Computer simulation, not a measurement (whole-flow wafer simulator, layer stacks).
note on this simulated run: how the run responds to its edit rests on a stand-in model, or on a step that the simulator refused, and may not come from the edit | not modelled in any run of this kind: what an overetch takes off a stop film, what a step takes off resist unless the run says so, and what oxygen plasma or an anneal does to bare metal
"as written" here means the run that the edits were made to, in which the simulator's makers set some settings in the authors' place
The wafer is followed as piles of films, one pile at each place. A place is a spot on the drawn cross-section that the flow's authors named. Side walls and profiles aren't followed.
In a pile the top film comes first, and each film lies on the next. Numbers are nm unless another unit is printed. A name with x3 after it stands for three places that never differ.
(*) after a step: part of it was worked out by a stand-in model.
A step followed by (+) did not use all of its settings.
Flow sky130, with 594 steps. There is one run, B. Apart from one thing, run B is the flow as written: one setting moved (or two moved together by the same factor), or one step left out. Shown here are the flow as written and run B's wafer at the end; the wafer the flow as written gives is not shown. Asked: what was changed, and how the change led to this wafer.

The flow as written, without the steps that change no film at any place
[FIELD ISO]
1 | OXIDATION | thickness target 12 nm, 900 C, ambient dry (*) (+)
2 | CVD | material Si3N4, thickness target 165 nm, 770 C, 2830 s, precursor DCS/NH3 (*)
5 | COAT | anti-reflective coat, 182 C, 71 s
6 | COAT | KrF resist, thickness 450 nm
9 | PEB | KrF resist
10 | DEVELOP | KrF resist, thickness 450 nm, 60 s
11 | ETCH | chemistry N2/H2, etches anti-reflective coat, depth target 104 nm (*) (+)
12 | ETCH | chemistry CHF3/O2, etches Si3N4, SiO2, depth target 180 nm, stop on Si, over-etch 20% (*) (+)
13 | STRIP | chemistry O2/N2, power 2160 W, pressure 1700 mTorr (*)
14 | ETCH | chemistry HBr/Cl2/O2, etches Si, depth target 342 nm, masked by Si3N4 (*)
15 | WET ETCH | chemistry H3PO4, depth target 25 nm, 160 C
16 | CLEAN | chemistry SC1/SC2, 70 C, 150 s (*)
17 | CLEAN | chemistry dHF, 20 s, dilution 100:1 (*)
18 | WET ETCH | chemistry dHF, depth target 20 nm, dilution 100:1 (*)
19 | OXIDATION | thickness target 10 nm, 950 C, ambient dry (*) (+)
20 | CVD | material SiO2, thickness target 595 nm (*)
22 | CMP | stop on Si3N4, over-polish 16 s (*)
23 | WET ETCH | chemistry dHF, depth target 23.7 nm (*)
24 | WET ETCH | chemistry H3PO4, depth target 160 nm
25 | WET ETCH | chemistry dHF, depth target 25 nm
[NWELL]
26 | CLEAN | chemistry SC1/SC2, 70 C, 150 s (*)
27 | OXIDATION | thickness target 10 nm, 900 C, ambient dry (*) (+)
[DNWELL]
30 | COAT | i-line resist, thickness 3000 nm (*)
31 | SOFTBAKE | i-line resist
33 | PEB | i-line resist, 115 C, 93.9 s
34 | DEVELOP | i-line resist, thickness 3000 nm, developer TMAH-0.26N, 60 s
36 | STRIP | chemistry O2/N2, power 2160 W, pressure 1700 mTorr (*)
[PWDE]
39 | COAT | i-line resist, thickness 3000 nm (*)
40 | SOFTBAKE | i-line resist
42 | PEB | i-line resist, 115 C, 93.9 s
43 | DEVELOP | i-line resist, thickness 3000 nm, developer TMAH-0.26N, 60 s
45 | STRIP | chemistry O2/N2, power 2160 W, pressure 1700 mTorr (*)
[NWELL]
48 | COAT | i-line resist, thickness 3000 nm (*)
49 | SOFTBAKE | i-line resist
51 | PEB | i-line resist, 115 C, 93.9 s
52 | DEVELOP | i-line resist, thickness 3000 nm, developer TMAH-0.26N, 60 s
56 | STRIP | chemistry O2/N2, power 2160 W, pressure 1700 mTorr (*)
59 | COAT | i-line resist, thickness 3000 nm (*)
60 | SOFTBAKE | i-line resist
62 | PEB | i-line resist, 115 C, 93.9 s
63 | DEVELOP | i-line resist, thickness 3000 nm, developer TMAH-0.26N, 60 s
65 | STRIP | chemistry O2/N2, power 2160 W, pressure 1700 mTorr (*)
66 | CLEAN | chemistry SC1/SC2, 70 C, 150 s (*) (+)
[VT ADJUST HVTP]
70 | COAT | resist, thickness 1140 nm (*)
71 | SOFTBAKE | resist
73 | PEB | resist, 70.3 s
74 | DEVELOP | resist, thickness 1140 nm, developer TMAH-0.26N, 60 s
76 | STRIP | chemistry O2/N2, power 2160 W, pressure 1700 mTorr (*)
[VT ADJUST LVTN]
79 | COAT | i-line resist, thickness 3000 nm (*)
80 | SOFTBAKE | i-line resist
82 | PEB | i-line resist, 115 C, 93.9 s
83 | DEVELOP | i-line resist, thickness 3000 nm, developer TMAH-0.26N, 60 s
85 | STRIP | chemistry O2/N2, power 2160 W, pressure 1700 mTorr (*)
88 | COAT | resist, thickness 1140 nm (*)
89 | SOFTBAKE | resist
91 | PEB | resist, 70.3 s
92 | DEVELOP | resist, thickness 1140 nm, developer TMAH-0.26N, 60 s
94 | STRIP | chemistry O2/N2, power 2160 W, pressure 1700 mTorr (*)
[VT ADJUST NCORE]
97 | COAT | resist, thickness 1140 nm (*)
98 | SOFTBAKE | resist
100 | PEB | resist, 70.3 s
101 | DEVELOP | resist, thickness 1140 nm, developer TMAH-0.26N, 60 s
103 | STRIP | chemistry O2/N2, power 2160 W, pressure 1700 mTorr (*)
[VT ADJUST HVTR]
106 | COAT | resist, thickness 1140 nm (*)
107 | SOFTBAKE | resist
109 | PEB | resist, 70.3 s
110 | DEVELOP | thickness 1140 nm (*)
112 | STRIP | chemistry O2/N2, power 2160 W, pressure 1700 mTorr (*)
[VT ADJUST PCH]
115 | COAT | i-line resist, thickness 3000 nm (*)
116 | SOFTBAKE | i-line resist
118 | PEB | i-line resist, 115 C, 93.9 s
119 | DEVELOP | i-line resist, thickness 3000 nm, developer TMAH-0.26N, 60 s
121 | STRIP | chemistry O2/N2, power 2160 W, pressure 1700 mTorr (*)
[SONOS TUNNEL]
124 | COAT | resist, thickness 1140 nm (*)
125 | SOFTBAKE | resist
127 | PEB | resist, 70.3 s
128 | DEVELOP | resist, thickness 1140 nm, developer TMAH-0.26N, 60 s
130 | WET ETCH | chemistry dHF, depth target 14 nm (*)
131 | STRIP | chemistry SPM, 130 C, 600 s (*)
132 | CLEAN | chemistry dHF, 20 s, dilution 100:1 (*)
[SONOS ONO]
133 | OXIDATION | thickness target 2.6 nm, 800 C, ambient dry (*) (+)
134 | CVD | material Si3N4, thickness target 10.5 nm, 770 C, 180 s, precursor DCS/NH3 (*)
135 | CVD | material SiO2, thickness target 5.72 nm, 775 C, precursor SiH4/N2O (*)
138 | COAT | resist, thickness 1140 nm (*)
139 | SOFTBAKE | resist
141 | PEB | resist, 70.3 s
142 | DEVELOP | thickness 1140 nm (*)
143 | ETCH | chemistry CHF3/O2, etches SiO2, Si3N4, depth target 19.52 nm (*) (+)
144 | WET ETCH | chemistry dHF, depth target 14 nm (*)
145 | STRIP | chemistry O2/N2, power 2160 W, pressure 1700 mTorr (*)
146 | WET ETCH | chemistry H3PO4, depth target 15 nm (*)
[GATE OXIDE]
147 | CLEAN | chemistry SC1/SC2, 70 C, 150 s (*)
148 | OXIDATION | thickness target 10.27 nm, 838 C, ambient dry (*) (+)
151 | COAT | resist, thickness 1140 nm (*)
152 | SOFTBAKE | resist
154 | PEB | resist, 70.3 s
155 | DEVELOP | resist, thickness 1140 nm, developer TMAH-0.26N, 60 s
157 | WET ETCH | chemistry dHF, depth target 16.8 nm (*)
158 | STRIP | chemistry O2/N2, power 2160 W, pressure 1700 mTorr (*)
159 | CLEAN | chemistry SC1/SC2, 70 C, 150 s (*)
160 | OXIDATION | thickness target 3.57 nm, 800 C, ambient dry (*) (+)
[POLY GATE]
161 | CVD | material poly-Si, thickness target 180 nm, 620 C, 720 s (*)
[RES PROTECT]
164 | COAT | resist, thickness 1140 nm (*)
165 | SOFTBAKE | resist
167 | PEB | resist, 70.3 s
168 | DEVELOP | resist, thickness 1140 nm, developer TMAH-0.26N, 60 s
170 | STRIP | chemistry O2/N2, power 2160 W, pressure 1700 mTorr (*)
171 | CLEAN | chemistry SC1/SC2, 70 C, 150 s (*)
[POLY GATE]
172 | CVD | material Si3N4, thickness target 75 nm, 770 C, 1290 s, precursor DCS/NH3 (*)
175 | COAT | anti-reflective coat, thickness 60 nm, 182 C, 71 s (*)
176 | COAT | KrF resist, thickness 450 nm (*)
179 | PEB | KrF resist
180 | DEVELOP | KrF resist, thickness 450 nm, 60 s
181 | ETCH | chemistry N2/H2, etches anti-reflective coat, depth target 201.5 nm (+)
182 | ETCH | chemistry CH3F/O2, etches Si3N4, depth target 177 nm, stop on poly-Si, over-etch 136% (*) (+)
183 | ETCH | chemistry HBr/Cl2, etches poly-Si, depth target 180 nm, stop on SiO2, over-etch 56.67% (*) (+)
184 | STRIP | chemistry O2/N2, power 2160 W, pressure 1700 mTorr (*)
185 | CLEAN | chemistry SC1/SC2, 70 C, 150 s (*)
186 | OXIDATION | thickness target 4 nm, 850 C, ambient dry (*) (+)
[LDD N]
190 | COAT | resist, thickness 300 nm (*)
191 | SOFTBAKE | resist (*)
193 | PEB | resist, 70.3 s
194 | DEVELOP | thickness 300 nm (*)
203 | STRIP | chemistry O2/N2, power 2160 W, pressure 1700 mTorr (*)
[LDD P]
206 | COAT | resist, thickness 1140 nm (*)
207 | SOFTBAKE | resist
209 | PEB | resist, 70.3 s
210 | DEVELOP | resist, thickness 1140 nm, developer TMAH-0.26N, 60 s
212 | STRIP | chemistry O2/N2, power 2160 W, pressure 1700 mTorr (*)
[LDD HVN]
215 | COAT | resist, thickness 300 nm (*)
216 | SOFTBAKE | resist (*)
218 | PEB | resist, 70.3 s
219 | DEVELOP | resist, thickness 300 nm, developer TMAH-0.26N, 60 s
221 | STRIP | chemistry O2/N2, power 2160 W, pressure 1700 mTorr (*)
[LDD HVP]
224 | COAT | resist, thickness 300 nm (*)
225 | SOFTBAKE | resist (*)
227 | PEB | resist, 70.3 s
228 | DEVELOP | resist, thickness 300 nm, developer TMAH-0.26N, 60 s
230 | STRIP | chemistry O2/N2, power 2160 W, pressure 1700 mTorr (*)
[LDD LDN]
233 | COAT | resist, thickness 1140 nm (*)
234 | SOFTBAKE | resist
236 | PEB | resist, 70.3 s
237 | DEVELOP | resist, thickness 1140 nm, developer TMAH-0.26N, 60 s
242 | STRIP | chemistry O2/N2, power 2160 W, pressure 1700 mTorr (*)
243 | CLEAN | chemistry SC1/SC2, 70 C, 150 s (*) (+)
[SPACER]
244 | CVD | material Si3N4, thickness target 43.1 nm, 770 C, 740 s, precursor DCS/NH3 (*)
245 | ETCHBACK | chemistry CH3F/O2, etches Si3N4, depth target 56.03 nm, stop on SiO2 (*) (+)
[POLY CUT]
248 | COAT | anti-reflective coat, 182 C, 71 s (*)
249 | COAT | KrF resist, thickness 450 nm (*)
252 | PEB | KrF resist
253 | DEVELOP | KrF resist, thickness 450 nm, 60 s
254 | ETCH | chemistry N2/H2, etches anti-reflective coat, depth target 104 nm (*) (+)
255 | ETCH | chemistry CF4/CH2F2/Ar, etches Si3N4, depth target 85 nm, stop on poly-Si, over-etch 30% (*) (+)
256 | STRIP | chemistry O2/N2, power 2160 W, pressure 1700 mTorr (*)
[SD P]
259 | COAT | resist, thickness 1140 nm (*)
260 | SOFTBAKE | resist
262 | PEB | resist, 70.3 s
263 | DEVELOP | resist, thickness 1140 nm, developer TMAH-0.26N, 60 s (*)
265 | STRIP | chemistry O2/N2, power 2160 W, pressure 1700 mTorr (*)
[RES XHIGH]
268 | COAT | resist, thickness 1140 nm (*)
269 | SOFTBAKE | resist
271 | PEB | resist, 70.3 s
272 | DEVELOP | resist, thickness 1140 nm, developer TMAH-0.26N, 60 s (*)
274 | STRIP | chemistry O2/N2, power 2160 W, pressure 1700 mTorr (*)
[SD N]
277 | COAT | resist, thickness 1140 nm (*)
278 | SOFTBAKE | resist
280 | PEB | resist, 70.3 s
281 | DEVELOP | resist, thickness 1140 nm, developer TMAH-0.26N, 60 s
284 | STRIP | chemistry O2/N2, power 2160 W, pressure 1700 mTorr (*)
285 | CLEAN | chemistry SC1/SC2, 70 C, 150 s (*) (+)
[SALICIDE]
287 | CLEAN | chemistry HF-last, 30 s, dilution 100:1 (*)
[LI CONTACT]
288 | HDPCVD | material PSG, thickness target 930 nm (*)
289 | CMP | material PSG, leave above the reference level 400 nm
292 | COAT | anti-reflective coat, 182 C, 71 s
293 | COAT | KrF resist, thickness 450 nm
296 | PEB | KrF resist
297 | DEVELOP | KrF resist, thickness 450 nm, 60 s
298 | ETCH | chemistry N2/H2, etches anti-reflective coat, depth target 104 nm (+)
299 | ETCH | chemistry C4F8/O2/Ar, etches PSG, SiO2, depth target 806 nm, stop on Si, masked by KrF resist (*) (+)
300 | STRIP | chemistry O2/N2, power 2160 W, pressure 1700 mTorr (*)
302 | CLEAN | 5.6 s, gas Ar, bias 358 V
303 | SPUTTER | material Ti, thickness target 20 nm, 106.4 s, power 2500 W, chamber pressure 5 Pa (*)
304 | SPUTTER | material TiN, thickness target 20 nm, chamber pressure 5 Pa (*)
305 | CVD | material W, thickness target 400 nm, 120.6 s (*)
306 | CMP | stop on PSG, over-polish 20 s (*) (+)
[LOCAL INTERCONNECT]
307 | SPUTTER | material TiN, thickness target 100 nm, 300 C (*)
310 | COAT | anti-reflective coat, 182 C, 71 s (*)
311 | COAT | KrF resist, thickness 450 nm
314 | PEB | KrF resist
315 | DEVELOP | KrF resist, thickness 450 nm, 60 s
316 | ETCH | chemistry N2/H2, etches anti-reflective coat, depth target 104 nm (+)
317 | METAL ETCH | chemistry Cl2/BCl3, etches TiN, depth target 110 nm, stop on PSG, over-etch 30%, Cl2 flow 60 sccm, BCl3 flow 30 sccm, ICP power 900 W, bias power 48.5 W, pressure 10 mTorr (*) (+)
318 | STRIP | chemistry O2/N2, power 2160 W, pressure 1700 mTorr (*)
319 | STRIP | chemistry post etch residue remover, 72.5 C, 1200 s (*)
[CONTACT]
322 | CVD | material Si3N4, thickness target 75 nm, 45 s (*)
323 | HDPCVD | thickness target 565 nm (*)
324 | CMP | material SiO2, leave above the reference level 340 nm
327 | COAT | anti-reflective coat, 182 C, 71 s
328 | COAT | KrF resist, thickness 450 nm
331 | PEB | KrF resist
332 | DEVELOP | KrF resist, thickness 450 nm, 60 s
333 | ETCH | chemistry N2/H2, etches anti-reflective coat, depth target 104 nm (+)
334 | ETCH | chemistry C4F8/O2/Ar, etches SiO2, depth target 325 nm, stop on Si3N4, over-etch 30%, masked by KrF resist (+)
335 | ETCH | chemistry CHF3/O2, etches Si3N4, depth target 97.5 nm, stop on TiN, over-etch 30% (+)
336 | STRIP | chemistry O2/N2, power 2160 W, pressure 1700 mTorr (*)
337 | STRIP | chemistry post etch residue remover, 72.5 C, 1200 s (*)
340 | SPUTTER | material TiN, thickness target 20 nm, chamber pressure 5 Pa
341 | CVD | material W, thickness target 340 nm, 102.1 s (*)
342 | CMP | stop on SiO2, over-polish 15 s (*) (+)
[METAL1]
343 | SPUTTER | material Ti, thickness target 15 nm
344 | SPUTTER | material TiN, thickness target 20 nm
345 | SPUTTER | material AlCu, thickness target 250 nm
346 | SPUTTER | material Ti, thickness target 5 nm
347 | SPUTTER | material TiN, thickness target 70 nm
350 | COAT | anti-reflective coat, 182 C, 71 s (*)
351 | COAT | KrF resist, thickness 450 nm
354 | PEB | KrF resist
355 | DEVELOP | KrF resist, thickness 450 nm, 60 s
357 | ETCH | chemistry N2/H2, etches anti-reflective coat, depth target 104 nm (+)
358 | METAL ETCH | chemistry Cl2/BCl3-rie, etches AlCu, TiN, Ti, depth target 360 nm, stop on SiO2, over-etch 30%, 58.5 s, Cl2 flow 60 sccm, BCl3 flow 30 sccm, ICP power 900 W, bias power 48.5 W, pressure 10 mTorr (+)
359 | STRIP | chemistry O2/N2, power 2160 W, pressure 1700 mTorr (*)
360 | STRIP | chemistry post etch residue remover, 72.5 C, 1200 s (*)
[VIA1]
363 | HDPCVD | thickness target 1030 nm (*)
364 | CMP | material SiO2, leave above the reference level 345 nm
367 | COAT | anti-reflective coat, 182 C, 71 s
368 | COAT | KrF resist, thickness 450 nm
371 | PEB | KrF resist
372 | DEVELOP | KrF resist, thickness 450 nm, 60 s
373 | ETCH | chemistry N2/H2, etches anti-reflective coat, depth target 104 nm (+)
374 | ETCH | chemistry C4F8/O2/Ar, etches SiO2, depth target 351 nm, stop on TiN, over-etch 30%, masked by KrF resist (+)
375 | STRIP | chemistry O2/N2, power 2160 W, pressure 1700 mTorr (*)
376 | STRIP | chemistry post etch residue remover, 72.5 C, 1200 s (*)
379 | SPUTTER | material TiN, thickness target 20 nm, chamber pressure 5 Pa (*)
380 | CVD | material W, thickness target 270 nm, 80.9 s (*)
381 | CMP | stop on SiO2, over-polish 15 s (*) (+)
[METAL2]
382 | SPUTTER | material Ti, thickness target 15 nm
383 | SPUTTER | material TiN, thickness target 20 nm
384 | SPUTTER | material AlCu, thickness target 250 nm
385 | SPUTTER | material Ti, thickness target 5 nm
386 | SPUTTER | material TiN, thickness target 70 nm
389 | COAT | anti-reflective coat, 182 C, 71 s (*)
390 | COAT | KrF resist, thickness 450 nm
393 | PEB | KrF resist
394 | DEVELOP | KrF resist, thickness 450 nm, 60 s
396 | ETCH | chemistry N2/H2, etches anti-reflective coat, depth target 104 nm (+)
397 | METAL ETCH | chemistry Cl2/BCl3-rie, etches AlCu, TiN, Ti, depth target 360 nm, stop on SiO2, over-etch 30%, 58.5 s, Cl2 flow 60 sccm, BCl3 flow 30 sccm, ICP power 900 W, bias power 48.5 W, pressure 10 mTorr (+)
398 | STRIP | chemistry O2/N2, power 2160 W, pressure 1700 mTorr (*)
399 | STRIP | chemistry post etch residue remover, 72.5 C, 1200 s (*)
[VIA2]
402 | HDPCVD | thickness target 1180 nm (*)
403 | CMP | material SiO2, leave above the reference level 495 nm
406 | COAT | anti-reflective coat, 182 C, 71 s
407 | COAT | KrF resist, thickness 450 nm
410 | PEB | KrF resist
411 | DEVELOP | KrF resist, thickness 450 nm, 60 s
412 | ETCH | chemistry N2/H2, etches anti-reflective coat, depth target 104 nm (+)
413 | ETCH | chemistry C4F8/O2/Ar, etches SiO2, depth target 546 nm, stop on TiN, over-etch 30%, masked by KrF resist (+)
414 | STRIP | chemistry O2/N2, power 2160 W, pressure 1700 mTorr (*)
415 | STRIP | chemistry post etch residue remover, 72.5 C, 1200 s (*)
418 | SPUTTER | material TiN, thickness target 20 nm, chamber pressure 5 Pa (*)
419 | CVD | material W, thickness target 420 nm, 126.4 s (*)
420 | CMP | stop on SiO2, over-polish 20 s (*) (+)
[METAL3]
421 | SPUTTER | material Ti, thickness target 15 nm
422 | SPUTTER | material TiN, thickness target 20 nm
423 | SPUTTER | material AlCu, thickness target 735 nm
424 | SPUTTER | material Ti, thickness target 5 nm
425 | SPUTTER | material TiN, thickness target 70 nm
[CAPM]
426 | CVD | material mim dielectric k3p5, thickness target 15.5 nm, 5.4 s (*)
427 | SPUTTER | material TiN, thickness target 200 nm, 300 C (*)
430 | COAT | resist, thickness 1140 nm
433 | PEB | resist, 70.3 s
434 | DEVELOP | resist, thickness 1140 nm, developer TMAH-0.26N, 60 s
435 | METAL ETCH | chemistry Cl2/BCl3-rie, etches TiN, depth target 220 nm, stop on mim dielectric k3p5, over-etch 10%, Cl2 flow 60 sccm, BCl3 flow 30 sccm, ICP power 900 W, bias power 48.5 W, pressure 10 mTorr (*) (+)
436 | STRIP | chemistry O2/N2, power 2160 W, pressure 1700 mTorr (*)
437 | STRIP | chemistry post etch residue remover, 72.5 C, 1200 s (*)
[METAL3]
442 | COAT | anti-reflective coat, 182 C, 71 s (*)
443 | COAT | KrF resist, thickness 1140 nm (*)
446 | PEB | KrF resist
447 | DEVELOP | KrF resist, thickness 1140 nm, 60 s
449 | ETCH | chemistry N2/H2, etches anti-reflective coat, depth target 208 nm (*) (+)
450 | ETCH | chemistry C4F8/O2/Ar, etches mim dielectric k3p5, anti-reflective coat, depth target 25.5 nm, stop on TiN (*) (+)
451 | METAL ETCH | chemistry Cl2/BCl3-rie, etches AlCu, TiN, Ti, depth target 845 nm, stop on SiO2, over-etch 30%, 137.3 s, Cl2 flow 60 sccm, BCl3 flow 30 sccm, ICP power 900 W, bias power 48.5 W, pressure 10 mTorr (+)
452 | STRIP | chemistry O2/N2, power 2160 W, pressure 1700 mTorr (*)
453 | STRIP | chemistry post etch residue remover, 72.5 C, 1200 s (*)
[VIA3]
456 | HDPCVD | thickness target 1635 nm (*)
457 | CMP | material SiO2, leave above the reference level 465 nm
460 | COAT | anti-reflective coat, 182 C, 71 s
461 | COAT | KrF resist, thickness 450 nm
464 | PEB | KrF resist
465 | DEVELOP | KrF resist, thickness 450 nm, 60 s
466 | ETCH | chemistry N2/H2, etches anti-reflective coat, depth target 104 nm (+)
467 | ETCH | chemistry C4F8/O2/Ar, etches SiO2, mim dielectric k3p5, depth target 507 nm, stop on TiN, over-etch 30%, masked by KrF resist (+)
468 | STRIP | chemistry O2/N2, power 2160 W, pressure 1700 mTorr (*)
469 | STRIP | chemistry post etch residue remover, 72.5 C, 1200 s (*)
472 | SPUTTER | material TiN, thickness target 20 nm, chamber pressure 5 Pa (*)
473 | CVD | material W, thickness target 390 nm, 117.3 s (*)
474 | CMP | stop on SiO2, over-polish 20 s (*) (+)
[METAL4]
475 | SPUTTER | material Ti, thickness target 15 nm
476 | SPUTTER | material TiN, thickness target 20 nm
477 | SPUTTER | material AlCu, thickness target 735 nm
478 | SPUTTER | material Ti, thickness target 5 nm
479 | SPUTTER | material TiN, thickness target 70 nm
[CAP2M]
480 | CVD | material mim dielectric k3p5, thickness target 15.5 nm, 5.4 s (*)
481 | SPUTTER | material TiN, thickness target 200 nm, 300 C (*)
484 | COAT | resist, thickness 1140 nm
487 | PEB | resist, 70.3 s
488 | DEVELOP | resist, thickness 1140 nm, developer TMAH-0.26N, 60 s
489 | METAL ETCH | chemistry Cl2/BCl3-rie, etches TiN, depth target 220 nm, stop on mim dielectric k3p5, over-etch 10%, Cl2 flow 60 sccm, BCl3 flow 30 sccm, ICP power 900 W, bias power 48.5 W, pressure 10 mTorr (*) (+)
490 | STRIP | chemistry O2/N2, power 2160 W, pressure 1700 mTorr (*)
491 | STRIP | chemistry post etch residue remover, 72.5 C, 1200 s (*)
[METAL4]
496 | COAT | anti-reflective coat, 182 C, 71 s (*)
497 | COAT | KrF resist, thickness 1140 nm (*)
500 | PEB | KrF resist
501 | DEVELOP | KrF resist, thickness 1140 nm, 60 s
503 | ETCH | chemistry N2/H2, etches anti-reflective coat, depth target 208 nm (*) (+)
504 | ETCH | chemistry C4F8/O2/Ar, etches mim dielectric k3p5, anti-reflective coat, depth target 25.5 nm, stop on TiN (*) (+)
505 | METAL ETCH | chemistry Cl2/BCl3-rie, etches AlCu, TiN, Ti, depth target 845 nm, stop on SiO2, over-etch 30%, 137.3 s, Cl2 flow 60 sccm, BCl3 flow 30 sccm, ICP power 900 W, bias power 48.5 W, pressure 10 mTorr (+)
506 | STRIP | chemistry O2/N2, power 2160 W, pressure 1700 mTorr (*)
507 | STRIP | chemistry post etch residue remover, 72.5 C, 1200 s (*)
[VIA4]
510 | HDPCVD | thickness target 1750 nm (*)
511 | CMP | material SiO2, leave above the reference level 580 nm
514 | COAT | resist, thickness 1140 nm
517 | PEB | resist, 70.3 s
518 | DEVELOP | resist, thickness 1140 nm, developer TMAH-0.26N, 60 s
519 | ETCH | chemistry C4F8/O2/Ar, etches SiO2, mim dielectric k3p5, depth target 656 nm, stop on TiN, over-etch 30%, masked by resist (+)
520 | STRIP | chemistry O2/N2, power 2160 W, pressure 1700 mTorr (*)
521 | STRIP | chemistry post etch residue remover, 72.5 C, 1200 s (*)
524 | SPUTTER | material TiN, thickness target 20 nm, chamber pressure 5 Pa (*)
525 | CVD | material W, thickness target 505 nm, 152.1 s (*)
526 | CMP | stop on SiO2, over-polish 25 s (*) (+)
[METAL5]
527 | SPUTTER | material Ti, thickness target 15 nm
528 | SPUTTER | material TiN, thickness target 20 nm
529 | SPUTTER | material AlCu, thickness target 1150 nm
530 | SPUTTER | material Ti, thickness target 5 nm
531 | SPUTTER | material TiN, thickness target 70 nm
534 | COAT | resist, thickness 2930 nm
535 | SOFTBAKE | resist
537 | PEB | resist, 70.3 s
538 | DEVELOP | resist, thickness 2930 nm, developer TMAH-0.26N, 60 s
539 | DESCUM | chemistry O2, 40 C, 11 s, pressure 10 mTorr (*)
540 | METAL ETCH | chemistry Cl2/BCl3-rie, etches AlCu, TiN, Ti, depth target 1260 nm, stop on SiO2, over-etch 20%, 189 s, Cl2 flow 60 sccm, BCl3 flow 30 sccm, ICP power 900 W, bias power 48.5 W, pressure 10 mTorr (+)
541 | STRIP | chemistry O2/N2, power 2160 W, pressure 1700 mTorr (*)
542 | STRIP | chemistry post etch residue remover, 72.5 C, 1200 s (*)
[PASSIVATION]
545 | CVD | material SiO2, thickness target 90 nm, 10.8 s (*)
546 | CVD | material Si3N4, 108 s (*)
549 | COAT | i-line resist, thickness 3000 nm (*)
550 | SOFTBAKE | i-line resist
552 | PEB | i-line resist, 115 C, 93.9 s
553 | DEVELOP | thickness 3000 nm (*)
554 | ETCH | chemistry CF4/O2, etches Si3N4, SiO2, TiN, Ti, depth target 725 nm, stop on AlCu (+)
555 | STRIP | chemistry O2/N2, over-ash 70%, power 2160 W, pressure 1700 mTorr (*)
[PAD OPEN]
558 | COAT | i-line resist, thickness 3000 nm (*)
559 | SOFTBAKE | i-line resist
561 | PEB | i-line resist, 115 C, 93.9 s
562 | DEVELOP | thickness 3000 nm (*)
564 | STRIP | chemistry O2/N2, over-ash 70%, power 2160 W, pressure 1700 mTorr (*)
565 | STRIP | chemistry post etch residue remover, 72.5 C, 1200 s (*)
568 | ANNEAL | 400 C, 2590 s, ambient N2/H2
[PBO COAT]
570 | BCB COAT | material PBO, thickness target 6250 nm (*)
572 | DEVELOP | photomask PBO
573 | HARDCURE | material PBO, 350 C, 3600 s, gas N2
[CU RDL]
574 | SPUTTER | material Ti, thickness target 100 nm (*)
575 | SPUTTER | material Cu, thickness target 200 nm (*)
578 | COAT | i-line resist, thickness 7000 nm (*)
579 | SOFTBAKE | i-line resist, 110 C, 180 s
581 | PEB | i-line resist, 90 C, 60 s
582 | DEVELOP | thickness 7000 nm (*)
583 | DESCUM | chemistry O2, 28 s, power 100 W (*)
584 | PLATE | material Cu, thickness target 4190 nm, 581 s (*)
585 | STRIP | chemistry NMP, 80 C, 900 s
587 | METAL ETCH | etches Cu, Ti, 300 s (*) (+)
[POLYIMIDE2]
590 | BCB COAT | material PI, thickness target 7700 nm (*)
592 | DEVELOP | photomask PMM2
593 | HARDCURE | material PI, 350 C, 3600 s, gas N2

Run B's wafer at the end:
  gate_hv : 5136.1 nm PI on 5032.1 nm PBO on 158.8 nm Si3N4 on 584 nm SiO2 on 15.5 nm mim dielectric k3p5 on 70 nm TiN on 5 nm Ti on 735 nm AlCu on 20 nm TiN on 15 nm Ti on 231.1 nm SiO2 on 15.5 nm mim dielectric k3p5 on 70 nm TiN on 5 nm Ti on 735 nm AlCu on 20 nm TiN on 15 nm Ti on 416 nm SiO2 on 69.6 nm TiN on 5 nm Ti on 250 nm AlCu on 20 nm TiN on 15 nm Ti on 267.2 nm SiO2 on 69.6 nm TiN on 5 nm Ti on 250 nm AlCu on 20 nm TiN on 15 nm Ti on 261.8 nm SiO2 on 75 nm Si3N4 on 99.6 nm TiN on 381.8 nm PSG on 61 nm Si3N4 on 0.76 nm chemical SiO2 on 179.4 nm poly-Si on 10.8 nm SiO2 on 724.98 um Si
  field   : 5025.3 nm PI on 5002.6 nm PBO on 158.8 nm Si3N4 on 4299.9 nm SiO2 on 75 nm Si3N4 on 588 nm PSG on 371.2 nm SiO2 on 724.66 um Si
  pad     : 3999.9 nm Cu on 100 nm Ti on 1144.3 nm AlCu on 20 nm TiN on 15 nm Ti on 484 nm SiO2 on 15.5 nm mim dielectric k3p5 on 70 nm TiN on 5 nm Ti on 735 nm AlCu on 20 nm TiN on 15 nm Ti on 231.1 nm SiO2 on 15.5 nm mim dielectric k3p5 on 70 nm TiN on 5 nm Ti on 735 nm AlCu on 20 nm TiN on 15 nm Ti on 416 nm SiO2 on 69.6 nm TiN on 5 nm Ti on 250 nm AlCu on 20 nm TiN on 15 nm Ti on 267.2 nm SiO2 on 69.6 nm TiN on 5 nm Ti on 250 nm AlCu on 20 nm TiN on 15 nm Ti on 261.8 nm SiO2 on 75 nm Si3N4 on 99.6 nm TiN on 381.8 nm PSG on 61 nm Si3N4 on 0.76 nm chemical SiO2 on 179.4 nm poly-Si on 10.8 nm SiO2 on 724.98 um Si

Cause: step 457, CMP: leave above the reference level 326 nm was run, whereas the flow has leave above the reference level 465 nm.

The path from the change to this, step by step:
  457 | CMP | material SiO2, leave above the reference level 465 nm
      n_well, p_well, gate_hv and 99 more: SiO2 loses 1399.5 (as written it would have been: SiO2 loses 1260.5)
      field, active, gate and 82 more: SiO2 loses 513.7 (as written it would have been: SiO2 loses 374.7)
      (and at 5 other places as well)
  467 | ETCH | chemistry C4F8/O2/Ar, etches SiO2, mim dielectric k3p5, depth target 507 nm, stop on TiN, over-etch 30%, masked by KrF resist (+)
      field, active, n_well and 187 more: KrF resist loses 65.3 (as written it would have been: KrF resist loses 101.4)
      m1: SiO2 loses 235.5 (all of it), mim dielectric k3p5 loses 15.5 (all of it) (as written it would have been: SiO2 loses 374.5 (all of it), mim dielectric k3p5 loses 15.5 (all of it))
      (and at 1 other place as well)
  468 | STRIP | chemistry O2/N2, power 2160 W, pressure 1700 mTorr (*)
      field, active, n_well and 187 more: KrF resist loses 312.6 (all of it), anti-reflective coat loses 80 (all of it) (as written it would have been: KrF resist loses 276.4 (all of it), anti-reflective coat loses 80 (all of it))
  472 | SPUTTER | material TiN, thickness target 20 nm, chamber pressure 5 Pa (*)
      m1, via3_hole: TiN gains 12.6 (as written it would have been: TiN gains 10.6)
  473 | CVD | material W, thickness target 390 nm, 117.3 s (*)
      m1: W gains 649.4 (new film) (as written it would have been: W gains 790.5 (new film))
      via3_hole: W gains 648.8 (new film) (as written it would have been: W gains 789.9 (new film))
